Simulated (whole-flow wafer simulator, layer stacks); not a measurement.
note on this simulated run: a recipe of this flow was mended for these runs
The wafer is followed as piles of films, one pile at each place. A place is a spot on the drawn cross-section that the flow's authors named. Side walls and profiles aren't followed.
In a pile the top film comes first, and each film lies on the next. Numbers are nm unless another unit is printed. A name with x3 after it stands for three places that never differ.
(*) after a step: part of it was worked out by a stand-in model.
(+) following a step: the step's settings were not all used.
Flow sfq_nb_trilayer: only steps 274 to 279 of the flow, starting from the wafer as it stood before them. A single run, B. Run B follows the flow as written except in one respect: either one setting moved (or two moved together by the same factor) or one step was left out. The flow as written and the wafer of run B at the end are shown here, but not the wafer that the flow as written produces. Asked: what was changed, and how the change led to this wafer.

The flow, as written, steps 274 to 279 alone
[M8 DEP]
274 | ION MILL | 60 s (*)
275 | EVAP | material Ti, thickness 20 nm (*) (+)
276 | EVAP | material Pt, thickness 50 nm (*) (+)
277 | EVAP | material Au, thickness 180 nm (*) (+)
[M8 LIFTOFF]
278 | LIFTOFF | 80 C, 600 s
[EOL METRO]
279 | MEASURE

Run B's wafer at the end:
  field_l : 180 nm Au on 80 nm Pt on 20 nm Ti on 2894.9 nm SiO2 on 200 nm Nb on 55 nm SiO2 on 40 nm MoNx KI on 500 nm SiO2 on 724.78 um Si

What caused this: step 276, EVAP: thickness 80 nm was run, whereas the flow has thickness 50 nm.
The wafer lets one read it off: field_l has Pt 80, and step 276 as written asks for 50 nm.

How this came from the change, step by step:
  276 | EVAP | material Pt, thickness 50 nm (*) (+)
      field_l, v_sur x3, via_wl x2 and 100 more: +80 Pt (new film) (as written it would have been: +50 Pt (new film))
  278 | LIFTOFF | 80 C, 600 s
      p4_fl x5, p4_w1 x9, p3_s0 x11 and 49 more: -180 Au (all of it), -80 Pt (all of it), -20 Ti (all of it), -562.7 KrF-resist-other-grade (all of it), -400 lift-off-underlayer (all of it) (as written it would have been: -180 Au (all of it), -50 Pt (all of it), -20 Ti (all of it), -562.7 KrF-resist-other-grade (all of it), -400 lift-off-underlayer (all of it))
      r_sur, res, r_end: -180 Au (all of it), -80 Pt (all of it), -20 Ti (all of it), -559.9 KrF-resist-other-grade (all of it), -399.5 lift-off-underlayer (all of it) (as written it would have been: -180 Au (all of it), -50 Pt (all of it), -20 Ti (all of it), -559.9 KrF-resist-other-grade (all of it), -399.5 lift-off-underlayer (all of it))
      (and at 18 other places as well)
